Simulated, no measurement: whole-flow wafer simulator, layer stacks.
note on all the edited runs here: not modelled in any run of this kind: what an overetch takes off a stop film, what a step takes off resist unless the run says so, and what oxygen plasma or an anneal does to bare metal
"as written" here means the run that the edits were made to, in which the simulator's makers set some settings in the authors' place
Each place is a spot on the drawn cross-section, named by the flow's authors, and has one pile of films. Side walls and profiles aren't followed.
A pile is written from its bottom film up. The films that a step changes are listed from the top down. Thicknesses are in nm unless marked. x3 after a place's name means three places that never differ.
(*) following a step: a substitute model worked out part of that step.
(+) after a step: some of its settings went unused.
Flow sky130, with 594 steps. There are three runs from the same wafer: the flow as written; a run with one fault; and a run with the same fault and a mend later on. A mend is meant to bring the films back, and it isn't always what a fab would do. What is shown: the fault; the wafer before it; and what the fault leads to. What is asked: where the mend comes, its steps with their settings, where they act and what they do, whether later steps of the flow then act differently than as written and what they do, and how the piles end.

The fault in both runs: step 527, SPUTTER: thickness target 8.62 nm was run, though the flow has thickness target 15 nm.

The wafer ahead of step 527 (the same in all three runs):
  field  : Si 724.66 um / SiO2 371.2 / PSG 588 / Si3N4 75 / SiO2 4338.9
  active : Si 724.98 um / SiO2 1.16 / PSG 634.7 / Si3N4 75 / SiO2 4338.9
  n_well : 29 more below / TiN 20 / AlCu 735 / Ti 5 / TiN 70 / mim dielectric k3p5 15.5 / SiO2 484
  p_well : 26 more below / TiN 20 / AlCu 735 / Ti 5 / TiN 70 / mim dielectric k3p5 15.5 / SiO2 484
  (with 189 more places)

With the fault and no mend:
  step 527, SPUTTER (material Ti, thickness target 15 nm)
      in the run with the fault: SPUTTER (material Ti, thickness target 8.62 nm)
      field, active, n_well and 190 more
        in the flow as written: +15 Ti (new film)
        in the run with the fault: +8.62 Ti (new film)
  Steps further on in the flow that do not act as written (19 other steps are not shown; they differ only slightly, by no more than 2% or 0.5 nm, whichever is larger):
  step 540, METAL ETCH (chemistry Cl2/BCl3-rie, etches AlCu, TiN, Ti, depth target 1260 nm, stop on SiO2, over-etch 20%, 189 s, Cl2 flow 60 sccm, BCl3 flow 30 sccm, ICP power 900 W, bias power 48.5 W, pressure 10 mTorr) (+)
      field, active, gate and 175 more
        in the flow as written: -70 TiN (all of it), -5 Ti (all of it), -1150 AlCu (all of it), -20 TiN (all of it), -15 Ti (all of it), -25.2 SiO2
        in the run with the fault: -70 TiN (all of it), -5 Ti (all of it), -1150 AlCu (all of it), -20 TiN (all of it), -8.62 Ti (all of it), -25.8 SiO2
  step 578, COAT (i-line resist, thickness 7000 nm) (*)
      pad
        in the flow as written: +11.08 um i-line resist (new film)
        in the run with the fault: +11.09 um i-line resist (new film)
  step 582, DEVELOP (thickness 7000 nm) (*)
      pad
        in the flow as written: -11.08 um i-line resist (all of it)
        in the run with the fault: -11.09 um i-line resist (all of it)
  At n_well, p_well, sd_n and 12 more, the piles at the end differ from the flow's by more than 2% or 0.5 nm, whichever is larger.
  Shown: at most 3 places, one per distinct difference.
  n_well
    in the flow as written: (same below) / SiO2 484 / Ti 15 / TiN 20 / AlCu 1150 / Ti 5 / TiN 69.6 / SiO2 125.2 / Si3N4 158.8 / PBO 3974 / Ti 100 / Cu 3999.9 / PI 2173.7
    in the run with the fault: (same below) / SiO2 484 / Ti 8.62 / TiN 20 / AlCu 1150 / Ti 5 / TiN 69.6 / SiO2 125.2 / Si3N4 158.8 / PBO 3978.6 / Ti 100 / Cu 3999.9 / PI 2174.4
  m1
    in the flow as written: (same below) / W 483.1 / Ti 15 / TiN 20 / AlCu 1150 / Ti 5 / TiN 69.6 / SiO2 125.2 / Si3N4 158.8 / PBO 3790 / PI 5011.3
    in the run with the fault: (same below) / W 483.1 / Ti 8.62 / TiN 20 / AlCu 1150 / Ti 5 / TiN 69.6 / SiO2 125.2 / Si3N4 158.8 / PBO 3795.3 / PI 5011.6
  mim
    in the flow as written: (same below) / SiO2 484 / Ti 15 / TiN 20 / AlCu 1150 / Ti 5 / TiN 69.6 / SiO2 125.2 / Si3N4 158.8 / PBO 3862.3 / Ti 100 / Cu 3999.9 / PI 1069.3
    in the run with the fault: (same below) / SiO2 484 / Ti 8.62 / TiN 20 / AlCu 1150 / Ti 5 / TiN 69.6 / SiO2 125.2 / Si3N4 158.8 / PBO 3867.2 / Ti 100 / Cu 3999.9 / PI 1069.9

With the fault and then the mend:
  The mend stands after step 527.
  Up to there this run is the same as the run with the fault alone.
  step 527a, SPUTTER (material Ti, thickness target 6.38 nm) (a further turn of the flow's step 527, with different settings)
      field, active, n_well and 190 more
        +6.38 Ti
  Later steps of the flow that are run all act as written at every place that is followed.
  The piles end the same as the flow's at every place that both follow.
